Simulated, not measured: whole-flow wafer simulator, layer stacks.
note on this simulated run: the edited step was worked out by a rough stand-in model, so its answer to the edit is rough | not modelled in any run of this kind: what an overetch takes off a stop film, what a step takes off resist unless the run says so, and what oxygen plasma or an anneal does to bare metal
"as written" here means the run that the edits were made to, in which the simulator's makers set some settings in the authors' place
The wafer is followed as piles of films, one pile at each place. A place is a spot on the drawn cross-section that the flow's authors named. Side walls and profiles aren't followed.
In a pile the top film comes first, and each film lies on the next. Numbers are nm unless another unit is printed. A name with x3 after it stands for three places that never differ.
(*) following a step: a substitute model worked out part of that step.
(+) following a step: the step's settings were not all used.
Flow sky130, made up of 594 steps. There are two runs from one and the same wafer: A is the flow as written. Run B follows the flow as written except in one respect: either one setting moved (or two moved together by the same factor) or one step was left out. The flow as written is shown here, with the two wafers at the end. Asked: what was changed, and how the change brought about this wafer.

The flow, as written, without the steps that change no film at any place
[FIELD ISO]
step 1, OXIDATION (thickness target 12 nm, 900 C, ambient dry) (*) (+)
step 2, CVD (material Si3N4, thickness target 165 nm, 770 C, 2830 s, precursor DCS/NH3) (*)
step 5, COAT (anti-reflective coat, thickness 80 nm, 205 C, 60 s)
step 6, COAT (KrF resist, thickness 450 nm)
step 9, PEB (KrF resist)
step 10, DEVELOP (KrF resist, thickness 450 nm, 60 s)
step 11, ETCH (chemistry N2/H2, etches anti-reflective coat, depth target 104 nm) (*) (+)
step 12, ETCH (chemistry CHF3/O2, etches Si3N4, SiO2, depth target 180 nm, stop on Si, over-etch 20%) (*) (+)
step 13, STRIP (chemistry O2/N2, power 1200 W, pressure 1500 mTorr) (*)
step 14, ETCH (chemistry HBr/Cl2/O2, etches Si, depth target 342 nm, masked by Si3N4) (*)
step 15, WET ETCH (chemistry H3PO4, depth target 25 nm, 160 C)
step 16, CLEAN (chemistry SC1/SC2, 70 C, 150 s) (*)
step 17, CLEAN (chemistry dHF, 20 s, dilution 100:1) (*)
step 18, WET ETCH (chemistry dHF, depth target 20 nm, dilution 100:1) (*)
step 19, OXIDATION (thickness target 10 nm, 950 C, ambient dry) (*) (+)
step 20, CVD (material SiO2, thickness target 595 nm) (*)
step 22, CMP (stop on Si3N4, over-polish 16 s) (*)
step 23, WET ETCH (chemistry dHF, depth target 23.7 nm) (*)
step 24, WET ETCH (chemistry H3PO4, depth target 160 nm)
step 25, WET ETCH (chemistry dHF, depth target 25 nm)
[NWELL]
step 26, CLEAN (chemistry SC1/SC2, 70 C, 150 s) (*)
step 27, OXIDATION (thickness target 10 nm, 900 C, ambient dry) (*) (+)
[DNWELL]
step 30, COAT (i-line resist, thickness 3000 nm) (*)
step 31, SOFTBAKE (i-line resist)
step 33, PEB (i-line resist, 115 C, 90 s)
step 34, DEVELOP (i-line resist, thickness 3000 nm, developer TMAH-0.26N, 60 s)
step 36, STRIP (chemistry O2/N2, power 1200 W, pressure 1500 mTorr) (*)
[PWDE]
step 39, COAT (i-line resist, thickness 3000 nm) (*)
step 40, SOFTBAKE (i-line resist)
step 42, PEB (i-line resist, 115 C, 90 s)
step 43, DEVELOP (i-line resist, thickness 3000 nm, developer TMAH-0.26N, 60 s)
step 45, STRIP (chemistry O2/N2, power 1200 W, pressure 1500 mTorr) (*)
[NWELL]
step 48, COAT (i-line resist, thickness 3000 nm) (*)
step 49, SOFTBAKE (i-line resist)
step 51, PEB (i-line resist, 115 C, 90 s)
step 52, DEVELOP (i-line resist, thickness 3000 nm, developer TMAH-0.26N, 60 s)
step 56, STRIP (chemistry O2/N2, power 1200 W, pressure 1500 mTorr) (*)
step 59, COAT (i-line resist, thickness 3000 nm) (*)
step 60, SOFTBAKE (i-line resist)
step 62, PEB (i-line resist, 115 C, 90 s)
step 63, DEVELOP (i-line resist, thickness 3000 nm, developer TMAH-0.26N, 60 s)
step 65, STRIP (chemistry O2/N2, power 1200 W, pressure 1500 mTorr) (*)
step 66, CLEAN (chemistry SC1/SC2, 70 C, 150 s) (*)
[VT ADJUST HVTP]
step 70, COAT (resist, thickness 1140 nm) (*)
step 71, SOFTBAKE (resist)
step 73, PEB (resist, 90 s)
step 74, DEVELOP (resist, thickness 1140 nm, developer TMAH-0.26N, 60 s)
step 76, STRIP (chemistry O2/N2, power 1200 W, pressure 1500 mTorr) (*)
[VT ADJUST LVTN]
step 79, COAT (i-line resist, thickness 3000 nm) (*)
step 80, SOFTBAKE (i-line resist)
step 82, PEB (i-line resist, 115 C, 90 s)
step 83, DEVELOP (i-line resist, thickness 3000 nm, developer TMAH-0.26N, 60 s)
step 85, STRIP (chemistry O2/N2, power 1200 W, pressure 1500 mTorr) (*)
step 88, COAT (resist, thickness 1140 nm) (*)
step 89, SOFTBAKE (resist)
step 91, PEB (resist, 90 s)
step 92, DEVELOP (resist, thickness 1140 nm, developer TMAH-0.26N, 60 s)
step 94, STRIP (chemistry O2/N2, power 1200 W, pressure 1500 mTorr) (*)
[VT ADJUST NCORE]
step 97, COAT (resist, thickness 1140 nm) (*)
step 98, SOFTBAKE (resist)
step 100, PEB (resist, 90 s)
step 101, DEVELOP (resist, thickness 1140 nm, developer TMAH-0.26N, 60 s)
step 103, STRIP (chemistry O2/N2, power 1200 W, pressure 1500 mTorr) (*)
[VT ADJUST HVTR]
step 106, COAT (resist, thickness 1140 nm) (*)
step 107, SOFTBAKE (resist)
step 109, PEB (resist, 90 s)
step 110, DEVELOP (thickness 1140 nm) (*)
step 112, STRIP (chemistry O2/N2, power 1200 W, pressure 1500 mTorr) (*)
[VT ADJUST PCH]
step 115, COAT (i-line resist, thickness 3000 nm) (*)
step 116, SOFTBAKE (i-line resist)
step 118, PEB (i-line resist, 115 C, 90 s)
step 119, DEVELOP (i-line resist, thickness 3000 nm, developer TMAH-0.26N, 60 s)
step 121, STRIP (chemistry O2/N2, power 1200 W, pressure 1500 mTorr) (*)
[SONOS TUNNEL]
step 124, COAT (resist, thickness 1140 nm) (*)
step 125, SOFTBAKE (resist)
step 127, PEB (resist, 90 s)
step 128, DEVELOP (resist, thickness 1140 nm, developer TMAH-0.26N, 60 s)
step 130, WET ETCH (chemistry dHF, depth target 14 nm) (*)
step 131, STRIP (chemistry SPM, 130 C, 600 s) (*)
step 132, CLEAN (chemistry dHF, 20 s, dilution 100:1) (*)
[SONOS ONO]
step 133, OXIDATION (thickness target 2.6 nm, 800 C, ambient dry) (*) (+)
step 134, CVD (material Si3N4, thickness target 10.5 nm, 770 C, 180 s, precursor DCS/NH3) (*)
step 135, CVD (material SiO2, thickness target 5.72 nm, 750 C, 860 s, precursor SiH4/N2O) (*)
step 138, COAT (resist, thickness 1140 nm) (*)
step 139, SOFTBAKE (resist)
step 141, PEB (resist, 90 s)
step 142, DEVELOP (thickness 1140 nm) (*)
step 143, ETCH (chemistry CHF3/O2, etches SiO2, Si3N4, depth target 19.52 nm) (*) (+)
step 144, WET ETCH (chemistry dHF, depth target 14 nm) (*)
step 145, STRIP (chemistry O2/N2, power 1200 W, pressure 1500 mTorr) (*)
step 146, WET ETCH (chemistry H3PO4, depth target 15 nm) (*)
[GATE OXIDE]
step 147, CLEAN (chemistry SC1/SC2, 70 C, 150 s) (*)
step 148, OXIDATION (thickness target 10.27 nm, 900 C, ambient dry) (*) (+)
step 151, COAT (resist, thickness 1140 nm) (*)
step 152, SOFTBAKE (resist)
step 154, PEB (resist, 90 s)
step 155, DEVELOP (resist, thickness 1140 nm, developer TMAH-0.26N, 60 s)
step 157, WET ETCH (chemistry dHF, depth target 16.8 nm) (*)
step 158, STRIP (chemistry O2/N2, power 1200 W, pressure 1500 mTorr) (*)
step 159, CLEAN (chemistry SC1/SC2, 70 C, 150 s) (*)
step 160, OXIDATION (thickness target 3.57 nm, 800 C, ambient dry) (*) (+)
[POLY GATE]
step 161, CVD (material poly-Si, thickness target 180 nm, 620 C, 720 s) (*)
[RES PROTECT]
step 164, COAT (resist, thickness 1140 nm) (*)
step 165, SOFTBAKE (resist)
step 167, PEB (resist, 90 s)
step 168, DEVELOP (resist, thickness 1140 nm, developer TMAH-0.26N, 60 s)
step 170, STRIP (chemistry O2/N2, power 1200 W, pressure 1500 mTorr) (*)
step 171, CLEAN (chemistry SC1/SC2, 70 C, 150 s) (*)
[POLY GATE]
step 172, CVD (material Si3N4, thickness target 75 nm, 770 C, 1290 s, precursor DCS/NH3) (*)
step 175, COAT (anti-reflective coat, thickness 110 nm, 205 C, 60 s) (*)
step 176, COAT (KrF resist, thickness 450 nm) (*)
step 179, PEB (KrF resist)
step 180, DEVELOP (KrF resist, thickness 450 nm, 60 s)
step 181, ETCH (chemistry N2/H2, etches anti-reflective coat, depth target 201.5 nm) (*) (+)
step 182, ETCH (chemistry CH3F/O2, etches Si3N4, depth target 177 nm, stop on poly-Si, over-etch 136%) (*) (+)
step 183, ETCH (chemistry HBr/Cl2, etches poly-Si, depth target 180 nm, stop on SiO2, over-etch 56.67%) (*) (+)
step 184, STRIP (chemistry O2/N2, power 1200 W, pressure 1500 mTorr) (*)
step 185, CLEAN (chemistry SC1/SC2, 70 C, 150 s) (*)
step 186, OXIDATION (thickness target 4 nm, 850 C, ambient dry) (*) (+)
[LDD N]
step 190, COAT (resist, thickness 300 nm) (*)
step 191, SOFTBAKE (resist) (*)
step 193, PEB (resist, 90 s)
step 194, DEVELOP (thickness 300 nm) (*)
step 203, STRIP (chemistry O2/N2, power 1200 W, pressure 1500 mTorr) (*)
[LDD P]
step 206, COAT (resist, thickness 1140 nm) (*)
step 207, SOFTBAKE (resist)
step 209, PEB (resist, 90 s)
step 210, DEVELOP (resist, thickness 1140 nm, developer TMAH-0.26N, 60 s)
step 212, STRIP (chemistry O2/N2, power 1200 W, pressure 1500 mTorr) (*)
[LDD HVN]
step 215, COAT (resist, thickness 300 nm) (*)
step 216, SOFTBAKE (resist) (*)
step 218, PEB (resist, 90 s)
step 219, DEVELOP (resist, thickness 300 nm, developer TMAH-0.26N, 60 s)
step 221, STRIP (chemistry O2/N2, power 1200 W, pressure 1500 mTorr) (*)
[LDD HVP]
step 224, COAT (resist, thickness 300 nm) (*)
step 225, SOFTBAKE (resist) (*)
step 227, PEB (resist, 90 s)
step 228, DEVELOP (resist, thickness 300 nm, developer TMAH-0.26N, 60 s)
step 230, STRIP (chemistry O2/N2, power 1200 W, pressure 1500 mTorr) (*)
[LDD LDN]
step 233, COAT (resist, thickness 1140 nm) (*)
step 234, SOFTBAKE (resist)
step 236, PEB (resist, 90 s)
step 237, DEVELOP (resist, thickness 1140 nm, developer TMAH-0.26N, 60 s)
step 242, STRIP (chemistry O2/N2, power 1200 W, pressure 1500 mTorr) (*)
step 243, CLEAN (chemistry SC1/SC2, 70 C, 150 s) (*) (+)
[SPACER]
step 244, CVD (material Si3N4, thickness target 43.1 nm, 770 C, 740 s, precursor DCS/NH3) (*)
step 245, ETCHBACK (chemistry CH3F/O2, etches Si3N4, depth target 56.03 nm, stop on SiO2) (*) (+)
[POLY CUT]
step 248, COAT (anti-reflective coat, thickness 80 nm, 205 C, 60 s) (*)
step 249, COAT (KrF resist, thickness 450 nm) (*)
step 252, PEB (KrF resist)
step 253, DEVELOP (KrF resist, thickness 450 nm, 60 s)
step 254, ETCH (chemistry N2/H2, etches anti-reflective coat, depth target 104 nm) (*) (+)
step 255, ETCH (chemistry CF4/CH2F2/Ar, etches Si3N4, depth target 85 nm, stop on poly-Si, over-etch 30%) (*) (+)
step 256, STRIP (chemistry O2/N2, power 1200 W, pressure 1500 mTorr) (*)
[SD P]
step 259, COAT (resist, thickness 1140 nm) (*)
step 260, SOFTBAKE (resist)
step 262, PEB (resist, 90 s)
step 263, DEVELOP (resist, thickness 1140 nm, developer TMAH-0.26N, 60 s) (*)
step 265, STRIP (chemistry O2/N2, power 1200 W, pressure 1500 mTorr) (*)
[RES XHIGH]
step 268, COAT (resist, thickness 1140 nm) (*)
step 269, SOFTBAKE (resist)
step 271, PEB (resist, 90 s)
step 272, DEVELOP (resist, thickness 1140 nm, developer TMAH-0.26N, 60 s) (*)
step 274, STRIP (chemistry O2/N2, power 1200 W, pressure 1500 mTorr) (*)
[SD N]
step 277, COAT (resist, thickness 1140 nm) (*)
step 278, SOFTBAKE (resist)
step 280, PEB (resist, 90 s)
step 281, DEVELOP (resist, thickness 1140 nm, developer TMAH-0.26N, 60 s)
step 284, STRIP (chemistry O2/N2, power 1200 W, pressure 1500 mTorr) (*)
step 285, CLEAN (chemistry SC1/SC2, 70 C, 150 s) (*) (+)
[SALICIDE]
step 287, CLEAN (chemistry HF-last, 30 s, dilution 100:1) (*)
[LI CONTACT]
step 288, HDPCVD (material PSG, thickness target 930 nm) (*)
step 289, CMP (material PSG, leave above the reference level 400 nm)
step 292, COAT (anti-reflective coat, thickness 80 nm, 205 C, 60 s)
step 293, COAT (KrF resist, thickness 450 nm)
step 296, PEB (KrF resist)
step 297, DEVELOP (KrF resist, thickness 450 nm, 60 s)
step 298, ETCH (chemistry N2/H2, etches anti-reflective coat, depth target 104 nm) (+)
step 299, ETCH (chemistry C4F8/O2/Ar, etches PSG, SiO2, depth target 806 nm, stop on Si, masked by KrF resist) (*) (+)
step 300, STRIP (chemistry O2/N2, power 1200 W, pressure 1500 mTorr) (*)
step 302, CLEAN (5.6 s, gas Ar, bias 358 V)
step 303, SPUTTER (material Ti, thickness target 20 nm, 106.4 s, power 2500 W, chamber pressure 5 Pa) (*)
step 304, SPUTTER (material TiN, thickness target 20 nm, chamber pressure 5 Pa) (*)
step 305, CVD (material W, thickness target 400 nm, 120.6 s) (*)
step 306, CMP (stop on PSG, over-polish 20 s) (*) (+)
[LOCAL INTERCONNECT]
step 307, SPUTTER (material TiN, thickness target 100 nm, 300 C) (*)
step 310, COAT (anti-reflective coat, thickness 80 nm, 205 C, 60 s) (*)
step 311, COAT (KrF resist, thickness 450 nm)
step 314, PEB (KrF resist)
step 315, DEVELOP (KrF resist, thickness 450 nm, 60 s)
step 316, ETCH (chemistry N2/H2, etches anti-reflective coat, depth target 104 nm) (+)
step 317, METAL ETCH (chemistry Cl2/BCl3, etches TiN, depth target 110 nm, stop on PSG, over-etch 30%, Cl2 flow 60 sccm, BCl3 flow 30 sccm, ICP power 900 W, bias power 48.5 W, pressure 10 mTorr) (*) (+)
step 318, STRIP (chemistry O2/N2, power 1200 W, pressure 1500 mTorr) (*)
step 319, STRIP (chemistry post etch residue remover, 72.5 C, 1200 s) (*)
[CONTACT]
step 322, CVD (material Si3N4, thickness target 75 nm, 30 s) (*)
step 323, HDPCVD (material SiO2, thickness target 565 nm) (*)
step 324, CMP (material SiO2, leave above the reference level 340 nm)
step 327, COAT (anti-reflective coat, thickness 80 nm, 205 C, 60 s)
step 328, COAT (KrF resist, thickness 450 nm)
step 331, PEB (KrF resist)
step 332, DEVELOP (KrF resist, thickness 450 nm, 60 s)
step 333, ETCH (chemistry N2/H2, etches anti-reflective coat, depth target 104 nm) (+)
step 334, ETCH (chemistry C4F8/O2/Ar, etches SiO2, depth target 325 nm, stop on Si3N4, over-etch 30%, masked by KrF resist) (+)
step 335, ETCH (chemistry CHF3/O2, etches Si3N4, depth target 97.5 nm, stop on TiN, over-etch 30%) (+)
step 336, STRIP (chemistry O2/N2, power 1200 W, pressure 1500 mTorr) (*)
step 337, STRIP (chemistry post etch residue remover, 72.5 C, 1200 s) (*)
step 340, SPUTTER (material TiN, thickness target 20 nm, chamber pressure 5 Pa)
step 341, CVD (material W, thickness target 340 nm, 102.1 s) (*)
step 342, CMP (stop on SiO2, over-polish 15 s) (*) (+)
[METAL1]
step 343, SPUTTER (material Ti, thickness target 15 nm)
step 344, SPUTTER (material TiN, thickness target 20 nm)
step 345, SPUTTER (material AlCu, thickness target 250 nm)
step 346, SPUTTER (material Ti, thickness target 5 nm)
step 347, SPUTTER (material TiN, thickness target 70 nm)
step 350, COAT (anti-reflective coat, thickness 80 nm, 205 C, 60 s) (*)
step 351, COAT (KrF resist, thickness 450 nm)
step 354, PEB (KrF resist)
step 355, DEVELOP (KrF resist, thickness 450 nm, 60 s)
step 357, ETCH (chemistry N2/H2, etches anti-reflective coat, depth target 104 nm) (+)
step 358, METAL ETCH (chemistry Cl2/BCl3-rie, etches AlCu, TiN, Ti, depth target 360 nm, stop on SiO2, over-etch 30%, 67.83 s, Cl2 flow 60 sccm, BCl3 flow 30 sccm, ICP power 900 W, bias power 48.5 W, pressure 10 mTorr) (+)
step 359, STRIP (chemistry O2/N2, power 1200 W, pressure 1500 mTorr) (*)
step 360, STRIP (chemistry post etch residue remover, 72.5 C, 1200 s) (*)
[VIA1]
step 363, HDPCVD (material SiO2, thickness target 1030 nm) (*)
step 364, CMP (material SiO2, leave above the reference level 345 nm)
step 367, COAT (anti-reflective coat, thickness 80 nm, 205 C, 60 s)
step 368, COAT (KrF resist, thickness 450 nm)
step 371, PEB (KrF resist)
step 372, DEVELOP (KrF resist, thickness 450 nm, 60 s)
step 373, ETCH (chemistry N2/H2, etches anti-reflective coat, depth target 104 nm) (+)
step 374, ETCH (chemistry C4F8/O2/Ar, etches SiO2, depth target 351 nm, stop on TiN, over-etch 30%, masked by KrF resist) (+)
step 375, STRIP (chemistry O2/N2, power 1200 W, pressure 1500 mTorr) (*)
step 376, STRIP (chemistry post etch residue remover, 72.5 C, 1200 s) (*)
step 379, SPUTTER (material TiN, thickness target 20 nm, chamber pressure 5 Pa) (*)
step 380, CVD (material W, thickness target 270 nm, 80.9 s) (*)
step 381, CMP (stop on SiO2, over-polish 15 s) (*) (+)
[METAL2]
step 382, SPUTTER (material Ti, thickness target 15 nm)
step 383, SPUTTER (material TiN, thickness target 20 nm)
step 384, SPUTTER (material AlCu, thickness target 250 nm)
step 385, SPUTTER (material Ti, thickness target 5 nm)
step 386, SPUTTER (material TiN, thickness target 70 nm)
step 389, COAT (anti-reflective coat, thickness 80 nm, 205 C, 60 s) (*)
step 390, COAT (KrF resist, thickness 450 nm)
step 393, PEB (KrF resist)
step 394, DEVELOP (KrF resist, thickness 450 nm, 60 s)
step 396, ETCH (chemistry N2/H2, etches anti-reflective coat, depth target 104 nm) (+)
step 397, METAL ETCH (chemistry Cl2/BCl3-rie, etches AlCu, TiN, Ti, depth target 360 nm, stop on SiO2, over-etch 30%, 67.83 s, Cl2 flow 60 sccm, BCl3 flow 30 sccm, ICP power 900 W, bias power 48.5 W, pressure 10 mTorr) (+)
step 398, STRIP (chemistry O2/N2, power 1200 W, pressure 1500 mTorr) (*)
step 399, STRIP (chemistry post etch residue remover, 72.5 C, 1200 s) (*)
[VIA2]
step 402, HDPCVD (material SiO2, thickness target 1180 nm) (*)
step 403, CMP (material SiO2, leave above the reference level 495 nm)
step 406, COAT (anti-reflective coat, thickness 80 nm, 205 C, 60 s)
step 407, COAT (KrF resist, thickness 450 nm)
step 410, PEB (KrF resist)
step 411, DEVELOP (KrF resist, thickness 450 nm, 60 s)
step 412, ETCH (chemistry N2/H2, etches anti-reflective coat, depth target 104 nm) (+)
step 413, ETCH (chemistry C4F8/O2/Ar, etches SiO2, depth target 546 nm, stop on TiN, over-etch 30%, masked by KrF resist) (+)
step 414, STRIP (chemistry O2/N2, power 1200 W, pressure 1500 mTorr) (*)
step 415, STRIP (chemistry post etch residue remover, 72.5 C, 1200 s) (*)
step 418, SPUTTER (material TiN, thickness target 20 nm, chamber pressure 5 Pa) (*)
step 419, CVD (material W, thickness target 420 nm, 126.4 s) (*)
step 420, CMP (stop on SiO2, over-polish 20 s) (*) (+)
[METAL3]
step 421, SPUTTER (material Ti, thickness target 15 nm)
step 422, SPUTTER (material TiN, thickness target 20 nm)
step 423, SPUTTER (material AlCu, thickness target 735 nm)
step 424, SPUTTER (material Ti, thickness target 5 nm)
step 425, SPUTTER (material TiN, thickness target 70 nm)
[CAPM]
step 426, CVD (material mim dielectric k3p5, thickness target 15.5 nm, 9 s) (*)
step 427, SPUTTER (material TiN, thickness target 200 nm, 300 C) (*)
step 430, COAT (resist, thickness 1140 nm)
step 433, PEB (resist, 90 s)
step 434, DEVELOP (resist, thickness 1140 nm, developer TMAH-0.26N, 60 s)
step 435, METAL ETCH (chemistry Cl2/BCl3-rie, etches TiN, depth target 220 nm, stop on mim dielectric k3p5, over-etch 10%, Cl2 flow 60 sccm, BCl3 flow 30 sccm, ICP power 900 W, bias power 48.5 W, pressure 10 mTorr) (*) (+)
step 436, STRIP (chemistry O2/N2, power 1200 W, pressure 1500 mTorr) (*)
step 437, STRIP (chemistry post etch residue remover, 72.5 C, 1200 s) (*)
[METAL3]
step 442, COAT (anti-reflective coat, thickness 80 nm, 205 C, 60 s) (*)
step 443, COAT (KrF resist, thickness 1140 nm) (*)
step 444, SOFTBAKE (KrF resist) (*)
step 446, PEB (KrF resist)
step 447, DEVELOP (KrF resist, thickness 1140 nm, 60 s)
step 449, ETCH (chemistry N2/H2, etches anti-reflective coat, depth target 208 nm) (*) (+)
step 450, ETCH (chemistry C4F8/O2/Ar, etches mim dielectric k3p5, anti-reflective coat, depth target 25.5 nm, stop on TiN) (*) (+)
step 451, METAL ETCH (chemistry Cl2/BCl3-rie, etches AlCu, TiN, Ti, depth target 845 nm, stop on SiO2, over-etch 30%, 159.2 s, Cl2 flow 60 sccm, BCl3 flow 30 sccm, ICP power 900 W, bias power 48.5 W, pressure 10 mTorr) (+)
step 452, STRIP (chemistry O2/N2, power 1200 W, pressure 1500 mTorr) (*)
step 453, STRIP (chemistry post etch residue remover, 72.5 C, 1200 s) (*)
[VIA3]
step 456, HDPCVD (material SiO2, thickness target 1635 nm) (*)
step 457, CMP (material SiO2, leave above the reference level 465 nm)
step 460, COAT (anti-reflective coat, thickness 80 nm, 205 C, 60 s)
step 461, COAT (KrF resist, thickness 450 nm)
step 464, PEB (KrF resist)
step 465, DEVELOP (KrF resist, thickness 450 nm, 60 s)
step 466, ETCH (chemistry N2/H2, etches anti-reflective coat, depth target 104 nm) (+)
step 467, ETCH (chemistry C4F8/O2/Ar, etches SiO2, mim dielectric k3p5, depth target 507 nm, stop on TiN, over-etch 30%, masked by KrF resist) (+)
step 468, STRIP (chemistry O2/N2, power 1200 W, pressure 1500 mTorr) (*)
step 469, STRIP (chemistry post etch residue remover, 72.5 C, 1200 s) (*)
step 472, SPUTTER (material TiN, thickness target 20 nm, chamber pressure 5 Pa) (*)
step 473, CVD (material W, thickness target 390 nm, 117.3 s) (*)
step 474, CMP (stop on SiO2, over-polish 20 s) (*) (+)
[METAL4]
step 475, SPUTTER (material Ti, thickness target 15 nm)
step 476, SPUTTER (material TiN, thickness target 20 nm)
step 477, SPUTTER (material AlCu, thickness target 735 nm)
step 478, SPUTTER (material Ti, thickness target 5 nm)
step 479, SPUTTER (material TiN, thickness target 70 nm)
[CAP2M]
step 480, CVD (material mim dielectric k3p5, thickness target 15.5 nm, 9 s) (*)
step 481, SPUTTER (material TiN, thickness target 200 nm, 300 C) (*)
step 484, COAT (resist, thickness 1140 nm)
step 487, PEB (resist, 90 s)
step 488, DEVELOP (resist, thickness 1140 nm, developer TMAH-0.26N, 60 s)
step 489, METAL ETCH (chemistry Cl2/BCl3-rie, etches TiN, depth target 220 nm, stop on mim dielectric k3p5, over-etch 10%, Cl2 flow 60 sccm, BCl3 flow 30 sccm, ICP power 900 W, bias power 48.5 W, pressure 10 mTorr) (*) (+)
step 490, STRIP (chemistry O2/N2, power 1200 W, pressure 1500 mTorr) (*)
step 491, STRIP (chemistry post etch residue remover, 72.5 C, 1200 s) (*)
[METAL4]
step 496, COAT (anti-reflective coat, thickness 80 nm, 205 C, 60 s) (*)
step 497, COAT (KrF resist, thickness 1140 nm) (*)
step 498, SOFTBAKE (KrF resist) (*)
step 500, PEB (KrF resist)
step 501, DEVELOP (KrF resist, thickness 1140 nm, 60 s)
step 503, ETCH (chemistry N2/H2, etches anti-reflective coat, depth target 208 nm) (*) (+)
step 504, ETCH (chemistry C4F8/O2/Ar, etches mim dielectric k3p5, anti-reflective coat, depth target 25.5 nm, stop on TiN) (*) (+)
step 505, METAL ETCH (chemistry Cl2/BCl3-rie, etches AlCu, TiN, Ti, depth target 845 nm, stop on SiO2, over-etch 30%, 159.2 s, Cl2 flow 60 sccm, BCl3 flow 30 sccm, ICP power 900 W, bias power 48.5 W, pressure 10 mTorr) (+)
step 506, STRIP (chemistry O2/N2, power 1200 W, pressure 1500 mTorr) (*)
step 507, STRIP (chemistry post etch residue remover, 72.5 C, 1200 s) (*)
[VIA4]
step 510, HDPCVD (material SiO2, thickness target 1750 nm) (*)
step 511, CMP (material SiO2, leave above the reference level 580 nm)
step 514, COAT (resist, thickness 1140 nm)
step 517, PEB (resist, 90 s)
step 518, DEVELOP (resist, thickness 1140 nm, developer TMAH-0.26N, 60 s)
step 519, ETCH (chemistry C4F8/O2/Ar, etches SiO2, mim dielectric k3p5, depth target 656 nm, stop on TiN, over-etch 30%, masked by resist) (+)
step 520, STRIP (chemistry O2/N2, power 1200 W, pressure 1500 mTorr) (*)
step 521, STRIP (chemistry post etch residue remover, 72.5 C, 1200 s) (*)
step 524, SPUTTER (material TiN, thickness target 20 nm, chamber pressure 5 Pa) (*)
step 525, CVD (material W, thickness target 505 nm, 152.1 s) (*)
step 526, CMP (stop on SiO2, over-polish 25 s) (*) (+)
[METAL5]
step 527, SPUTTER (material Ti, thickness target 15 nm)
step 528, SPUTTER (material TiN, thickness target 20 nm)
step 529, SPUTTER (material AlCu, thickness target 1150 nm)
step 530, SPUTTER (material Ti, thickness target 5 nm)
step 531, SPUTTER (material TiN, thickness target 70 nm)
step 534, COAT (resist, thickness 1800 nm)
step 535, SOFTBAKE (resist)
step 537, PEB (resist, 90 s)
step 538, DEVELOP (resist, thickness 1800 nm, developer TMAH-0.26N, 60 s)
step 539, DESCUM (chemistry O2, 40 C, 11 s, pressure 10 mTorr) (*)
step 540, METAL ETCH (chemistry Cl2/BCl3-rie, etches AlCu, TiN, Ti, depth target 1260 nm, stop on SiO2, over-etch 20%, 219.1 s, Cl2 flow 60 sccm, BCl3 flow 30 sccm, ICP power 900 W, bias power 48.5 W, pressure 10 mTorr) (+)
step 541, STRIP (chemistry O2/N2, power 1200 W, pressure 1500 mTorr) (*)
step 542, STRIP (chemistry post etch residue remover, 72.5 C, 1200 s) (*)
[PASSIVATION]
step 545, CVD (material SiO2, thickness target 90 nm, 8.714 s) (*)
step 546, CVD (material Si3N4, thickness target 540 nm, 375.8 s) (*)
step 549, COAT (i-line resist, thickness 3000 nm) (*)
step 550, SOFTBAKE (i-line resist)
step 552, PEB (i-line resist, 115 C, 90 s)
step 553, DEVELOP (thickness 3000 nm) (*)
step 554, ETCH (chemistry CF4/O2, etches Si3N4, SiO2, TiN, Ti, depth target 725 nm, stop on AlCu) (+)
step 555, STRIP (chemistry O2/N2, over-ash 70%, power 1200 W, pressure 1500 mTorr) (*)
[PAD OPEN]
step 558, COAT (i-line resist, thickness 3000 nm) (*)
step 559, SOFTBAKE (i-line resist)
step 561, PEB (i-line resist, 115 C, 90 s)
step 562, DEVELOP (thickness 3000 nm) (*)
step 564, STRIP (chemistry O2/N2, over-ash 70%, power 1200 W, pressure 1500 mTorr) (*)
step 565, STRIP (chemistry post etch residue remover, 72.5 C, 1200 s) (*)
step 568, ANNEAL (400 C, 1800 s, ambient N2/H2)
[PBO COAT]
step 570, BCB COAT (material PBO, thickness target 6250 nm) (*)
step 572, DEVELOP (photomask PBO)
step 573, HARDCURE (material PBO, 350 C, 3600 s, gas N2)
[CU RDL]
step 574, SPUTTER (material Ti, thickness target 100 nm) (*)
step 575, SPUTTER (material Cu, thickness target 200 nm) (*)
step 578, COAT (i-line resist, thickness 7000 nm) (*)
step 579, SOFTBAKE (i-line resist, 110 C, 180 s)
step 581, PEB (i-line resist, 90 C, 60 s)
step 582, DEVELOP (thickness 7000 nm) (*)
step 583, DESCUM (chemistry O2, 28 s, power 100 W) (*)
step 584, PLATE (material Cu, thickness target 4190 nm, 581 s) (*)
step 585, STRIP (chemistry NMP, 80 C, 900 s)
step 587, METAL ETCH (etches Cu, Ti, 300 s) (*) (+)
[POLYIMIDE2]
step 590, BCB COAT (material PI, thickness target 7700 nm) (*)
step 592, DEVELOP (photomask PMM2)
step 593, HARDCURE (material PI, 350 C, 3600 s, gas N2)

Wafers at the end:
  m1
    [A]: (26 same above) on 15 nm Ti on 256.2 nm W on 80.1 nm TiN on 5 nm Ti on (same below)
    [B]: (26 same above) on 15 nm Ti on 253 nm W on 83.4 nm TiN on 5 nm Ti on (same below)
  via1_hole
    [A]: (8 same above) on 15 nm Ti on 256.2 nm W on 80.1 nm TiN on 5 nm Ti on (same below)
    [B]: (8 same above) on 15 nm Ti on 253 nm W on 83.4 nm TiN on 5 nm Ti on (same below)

The reason: step 379, SPUTTER: thickness target 26 nm was run, while the flow as written has thickness target 20 nm.

Step by step, how the change led to this:
  step 379, SPUTTER (material TiN, thickness target 20 nm, chamber pressure 5 Pa) (*)
      field, active, n_well and 186 more: A +20 TiN (new film) | B +26 TiN (new film)
      m1: A +11 TiN | B +14.2 TiN
      (as well as at 1 more place)
  step 381, CMP (stop on SiO2, over-polish 15 s) (*) (+)
      field, active, n_well and 186 more: A -270 W (all of it), -20 TiN (all of it), -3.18 SiO2 | B -270 W (all of it), -26 TiN (all of it), -3.18 SiO2
      m1, via1_hole: A -293.6 W | B -299.6 W
